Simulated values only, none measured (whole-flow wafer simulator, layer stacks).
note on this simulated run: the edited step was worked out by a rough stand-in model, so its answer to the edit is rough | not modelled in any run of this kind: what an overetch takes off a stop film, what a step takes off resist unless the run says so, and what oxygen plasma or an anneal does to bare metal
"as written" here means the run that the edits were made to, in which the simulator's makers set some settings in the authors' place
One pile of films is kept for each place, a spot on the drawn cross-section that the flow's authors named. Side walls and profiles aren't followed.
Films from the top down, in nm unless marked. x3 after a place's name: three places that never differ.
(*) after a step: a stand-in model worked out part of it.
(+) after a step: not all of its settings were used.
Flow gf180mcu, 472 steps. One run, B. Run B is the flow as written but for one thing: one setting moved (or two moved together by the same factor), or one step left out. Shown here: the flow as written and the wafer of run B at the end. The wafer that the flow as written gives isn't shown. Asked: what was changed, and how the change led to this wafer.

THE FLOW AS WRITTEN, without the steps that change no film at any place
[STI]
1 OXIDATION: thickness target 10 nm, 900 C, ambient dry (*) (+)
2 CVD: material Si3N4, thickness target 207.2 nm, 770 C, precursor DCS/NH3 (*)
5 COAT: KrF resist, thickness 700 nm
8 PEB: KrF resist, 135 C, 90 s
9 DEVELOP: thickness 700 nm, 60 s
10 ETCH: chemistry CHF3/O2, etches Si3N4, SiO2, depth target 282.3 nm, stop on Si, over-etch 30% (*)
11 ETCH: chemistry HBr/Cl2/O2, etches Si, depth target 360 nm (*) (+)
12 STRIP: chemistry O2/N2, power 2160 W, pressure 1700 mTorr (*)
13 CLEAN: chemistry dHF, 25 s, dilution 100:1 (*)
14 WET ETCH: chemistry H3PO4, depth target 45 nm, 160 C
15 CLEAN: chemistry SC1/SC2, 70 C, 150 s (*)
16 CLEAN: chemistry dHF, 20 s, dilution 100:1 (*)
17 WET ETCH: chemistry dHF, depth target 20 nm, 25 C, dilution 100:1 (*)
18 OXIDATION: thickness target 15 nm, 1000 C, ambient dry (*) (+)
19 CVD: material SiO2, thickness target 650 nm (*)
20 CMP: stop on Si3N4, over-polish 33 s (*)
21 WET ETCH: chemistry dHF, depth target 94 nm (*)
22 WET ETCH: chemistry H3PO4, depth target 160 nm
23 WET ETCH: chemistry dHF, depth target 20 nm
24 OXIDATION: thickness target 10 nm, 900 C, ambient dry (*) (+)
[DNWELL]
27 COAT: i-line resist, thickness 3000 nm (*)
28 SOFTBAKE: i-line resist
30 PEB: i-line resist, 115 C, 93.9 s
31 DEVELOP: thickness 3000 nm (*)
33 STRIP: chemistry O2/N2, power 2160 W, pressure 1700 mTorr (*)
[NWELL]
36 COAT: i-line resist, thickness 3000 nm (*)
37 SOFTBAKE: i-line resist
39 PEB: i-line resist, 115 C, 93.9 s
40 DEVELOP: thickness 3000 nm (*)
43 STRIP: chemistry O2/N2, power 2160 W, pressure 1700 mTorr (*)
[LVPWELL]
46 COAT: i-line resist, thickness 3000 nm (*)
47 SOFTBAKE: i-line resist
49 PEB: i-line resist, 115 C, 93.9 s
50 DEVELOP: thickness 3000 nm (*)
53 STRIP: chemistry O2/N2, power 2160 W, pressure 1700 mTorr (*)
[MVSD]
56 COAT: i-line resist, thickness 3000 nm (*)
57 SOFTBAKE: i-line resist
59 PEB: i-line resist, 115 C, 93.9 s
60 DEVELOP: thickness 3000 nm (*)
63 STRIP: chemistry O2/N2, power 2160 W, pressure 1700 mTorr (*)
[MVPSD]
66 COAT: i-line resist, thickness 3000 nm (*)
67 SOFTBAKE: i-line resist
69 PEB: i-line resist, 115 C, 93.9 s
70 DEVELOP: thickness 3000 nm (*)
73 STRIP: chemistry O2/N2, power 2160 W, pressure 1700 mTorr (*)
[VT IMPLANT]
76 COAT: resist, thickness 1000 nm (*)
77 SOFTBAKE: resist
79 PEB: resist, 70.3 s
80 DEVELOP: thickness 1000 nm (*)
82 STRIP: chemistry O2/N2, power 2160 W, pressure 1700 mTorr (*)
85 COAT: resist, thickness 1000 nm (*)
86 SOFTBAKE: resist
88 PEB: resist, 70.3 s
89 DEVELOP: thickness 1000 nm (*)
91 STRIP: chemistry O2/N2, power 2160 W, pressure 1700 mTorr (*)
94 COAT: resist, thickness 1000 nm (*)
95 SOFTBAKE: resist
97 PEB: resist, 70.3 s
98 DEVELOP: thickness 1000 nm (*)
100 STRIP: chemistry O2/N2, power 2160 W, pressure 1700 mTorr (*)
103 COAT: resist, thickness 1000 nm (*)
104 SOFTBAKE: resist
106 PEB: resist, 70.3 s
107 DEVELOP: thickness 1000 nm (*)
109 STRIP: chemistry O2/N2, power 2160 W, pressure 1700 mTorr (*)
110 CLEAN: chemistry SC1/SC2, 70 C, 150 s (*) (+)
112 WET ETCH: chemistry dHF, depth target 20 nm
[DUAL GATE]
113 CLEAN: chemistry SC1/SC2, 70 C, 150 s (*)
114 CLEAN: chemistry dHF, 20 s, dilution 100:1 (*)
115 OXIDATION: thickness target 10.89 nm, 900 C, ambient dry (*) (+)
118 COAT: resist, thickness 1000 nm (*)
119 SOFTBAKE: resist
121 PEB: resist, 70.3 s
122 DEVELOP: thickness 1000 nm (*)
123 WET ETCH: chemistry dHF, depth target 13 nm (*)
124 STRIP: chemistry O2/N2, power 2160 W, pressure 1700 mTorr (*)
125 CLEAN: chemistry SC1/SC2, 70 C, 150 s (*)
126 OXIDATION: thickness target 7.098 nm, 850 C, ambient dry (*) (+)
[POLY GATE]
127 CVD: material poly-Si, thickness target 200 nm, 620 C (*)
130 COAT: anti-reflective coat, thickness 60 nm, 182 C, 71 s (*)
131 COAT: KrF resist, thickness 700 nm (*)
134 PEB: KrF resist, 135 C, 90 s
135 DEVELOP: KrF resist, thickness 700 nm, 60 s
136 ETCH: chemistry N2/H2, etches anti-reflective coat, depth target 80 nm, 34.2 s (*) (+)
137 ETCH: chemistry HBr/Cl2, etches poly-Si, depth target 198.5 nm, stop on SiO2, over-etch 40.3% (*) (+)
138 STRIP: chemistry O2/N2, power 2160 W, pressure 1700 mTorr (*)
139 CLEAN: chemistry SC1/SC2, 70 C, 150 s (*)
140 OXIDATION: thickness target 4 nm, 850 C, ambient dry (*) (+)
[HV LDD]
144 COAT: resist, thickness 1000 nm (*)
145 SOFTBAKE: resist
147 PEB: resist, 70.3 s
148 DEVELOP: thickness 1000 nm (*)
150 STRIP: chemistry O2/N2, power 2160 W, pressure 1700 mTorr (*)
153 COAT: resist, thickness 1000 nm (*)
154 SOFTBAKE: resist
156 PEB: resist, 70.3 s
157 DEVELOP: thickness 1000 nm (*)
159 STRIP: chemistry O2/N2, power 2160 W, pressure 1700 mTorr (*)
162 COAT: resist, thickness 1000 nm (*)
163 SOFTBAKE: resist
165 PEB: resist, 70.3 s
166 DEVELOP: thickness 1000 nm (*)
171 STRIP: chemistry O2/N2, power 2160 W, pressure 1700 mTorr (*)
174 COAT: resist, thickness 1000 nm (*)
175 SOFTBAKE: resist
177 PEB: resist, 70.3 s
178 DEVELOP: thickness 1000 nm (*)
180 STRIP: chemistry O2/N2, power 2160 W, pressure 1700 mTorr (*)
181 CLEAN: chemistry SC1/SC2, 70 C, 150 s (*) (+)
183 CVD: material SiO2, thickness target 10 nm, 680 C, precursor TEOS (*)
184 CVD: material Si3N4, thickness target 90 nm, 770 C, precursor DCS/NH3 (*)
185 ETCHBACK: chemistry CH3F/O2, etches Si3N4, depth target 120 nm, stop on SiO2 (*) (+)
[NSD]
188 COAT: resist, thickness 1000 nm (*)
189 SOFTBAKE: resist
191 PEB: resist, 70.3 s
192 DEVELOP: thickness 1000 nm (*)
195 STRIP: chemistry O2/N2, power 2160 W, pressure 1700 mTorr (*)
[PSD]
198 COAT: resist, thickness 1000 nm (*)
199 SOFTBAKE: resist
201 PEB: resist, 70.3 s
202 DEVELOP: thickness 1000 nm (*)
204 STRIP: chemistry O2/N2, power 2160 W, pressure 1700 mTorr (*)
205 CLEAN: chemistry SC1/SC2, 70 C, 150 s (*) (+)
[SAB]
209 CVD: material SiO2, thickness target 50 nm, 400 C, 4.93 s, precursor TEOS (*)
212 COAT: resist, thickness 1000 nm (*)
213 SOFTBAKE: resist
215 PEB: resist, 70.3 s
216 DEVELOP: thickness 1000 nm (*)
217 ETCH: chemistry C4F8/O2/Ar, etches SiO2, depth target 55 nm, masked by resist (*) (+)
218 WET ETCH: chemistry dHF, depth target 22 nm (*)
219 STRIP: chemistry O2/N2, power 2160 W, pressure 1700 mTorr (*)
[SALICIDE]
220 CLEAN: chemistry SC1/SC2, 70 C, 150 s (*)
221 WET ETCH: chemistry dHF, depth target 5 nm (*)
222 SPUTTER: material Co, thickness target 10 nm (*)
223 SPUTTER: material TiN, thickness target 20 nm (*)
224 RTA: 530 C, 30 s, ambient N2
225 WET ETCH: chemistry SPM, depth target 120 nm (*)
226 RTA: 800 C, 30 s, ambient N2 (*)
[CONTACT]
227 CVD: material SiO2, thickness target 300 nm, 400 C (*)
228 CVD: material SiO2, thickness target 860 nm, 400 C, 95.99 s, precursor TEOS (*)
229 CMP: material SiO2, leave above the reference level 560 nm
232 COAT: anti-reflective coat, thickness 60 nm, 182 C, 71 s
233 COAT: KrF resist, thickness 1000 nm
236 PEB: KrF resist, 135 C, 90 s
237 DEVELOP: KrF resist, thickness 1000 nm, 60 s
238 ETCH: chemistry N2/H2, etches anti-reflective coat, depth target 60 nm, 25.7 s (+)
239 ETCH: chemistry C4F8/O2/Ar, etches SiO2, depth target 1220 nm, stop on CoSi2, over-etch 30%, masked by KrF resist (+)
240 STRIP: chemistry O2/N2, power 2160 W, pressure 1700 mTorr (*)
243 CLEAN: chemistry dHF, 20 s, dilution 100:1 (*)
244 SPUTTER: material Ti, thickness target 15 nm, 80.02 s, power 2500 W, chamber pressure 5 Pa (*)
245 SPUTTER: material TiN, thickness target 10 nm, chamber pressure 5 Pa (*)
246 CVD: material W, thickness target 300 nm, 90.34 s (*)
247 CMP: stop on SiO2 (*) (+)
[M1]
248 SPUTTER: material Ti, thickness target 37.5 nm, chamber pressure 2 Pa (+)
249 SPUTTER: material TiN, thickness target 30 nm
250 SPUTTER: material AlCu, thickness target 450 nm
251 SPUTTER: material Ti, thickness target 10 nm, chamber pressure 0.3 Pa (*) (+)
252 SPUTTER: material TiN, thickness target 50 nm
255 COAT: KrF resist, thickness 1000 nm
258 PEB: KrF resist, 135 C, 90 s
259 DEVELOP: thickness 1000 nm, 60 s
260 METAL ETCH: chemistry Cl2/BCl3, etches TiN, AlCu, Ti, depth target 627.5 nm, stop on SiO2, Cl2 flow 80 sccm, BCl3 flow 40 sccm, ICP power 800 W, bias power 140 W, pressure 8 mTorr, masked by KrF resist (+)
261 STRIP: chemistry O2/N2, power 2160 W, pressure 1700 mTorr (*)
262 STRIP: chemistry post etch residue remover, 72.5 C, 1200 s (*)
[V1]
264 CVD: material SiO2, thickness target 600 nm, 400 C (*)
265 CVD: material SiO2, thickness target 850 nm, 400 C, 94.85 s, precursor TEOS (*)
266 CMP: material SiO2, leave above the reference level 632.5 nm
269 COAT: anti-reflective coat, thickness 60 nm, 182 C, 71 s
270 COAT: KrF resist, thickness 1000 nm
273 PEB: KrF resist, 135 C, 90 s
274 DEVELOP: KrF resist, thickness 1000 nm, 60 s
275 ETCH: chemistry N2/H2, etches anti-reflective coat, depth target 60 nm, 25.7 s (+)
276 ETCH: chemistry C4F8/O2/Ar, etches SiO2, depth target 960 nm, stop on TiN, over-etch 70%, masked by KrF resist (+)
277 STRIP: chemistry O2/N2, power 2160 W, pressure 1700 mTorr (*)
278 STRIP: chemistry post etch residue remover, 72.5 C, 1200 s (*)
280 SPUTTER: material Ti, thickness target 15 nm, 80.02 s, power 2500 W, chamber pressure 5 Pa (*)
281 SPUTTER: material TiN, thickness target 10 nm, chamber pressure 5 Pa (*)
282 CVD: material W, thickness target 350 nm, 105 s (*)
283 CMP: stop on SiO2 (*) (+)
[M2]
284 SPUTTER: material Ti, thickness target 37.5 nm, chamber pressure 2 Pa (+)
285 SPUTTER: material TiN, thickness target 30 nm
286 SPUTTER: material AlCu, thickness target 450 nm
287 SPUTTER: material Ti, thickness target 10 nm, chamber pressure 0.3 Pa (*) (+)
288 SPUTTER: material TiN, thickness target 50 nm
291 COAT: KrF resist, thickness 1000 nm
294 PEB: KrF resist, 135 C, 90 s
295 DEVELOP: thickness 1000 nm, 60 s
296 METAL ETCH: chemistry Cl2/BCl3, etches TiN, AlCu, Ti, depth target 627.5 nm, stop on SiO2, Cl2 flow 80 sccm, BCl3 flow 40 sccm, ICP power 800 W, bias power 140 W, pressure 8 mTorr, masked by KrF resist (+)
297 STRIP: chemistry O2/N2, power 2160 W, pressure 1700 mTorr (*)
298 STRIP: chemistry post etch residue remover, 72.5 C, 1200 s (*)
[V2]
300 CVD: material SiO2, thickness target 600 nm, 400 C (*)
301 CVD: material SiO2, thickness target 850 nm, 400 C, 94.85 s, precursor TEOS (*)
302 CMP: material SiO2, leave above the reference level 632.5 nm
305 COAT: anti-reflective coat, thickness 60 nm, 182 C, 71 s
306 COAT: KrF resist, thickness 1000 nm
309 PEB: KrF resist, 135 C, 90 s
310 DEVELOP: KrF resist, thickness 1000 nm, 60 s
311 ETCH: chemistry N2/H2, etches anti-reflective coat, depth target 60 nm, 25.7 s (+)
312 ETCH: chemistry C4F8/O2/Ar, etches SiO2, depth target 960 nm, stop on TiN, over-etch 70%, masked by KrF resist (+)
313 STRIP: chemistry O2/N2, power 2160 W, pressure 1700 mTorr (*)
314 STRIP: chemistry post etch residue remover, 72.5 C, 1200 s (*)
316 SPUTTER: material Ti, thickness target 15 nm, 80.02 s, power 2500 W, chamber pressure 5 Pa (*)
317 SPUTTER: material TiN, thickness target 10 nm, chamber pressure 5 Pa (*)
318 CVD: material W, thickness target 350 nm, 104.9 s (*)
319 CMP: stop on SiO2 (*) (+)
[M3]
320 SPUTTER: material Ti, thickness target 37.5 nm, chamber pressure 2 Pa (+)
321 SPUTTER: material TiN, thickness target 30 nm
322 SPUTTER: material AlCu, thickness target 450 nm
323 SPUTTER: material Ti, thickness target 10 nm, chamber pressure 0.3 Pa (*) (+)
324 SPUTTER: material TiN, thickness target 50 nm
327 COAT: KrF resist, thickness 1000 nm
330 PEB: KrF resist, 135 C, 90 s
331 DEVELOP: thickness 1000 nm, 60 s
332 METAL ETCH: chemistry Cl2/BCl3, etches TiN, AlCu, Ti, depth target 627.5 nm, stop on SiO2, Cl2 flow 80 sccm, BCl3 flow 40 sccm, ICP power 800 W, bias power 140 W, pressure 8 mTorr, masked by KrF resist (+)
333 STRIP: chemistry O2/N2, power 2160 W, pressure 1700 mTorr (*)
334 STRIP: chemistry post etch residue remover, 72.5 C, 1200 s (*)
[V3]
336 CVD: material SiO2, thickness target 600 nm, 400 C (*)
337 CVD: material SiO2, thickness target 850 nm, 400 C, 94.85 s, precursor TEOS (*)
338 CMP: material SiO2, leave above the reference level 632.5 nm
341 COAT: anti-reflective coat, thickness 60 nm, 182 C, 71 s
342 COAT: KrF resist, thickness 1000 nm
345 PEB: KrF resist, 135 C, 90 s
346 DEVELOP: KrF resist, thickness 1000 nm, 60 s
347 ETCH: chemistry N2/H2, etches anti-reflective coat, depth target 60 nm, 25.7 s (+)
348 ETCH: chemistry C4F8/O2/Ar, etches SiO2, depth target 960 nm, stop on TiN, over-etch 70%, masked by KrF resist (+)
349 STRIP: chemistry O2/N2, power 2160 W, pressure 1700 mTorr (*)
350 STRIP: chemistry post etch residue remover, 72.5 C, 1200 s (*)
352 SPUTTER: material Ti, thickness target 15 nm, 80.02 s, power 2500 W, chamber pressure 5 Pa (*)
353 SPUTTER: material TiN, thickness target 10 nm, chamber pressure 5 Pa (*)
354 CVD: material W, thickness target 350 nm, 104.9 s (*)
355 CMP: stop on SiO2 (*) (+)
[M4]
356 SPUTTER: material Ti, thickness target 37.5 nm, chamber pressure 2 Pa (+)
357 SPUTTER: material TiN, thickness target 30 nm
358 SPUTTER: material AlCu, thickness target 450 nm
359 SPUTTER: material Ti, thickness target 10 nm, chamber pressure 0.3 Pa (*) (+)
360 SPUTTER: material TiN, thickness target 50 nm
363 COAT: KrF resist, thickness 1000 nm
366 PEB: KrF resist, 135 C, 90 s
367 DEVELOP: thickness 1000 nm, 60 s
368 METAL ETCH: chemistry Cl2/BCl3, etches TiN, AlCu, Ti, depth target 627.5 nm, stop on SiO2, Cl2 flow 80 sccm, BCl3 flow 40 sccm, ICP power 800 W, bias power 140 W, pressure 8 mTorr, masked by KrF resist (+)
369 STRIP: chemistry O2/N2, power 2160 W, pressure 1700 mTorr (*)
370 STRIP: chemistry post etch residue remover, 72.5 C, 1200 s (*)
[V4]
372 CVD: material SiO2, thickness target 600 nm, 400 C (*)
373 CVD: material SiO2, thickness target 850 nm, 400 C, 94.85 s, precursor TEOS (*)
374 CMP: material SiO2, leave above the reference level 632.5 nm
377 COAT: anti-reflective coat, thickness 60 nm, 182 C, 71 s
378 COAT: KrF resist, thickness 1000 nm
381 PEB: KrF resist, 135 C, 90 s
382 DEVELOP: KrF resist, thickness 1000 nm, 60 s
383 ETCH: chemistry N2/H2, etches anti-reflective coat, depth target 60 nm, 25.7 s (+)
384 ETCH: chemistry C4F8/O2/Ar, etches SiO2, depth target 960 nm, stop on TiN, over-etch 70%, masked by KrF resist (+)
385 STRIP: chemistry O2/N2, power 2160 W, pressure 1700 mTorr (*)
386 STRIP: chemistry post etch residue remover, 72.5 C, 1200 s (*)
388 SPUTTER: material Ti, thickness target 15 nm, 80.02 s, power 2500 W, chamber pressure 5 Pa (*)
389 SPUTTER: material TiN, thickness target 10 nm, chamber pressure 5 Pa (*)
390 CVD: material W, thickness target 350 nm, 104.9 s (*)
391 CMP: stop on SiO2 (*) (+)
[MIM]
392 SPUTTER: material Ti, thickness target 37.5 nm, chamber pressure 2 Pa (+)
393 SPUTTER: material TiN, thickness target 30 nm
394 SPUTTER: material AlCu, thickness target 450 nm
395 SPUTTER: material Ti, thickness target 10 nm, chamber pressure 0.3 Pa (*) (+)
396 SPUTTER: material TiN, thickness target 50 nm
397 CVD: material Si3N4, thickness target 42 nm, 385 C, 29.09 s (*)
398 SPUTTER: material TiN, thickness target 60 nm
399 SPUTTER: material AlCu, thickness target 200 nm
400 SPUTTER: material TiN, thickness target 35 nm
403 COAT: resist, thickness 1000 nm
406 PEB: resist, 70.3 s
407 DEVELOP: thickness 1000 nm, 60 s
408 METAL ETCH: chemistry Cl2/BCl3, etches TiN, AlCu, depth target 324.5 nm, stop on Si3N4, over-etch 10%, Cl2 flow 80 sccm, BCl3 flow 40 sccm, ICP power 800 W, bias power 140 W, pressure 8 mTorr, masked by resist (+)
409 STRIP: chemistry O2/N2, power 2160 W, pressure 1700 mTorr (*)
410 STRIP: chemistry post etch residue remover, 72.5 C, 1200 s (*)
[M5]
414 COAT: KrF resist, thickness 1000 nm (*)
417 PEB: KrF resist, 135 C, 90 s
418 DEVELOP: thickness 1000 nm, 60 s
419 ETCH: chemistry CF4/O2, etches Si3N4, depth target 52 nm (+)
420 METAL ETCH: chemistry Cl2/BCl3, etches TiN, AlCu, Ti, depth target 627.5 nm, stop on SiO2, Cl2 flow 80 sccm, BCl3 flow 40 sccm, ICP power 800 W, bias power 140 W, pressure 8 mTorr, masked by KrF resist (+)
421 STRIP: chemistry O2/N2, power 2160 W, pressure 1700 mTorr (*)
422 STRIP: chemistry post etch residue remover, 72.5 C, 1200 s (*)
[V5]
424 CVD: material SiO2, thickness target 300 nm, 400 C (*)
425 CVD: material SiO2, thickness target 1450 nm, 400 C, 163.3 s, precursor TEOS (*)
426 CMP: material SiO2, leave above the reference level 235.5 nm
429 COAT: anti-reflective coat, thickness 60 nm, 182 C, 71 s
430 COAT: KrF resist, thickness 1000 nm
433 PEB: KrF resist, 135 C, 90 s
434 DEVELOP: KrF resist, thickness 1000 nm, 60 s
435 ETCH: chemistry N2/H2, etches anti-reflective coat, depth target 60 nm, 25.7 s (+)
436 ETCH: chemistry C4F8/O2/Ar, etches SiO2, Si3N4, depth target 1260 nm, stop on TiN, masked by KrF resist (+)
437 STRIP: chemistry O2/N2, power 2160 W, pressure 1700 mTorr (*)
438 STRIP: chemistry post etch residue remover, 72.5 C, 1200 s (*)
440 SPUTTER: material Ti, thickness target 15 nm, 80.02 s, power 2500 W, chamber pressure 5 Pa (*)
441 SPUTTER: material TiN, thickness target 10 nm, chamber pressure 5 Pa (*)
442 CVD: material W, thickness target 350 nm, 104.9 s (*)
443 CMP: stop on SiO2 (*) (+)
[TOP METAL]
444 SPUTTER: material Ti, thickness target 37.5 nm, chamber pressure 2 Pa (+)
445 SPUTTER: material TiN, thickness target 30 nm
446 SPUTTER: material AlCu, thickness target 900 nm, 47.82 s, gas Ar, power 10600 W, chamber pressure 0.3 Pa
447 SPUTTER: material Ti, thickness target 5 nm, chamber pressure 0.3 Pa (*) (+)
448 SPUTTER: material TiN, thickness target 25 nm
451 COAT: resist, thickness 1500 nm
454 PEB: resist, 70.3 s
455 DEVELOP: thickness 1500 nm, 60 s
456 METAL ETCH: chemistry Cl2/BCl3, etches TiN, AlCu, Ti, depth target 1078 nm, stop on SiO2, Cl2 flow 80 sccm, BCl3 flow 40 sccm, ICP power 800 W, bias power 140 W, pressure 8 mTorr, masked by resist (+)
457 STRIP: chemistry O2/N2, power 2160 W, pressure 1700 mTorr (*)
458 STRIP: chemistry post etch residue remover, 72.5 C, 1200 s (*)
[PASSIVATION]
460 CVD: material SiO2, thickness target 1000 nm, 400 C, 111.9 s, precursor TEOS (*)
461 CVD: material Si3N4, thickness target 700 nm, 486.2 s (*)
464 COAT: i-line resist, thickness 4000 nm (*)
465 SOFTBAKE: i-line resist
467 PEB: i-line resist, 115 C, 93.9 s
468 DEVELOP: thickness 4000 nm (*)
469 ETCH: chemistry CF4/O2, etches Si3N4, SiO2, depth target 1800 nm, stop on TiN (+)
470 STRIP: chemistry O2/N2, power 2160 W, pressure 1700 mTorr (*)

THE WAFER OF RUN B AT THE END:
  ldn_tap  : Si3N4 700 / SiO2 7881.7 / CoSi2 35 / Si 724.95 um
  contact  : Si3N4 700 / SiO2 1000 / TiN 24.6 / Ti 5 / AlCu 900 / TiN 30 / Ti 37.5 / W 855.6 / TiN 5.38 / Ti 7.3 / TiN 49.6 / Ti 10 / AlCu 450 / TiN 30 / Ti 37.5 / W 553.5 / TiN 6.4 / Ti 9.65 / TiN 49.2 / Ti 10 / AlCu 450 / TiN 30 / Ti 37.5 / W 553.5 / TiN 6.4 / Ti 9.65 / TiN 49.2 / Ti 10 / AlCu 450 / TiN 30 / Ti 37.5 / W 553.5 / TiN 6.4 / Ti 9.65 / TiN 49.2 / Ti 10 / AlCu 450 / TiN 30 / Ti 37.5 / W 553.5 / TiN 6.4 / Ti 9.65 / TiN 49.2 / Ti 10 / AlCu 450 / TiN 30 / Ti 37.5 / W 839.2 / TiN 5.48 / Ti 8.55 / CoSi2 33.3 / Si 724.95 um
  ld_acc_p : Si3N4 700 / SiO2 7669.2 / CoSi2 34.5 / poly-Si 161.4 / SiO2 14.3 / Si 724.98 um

The cause: step 440, SPUTTER: 72.02 s was run, where the flow has 80.02 s.

How the change led to this, step by step:
  440 SPUTTER: material Ti, thickness target 15 nm, 80.02 s, power 2500 W, chamber pressure 5 Pa (*)
      field, field__w1, field__w2 and 108 more: Ti +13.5 (new film) (as written it would be: Ti +15 (new film))
      contact: Ti +7.3 (new film) (as written it would be: Ti +8.12 (new film))
  443 CMP: stop on SiO2 (*) (+)
      field, field__w1, field__w2 and 108 more: W -350 (all of it), TiN -10 (all of it), Ti -13.5 (all of it), SiO2 -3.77 (as written it would be: W -350 (all of it), TiN -10 (all of it), Ti -15 (all of it), SiO2 -3.78)
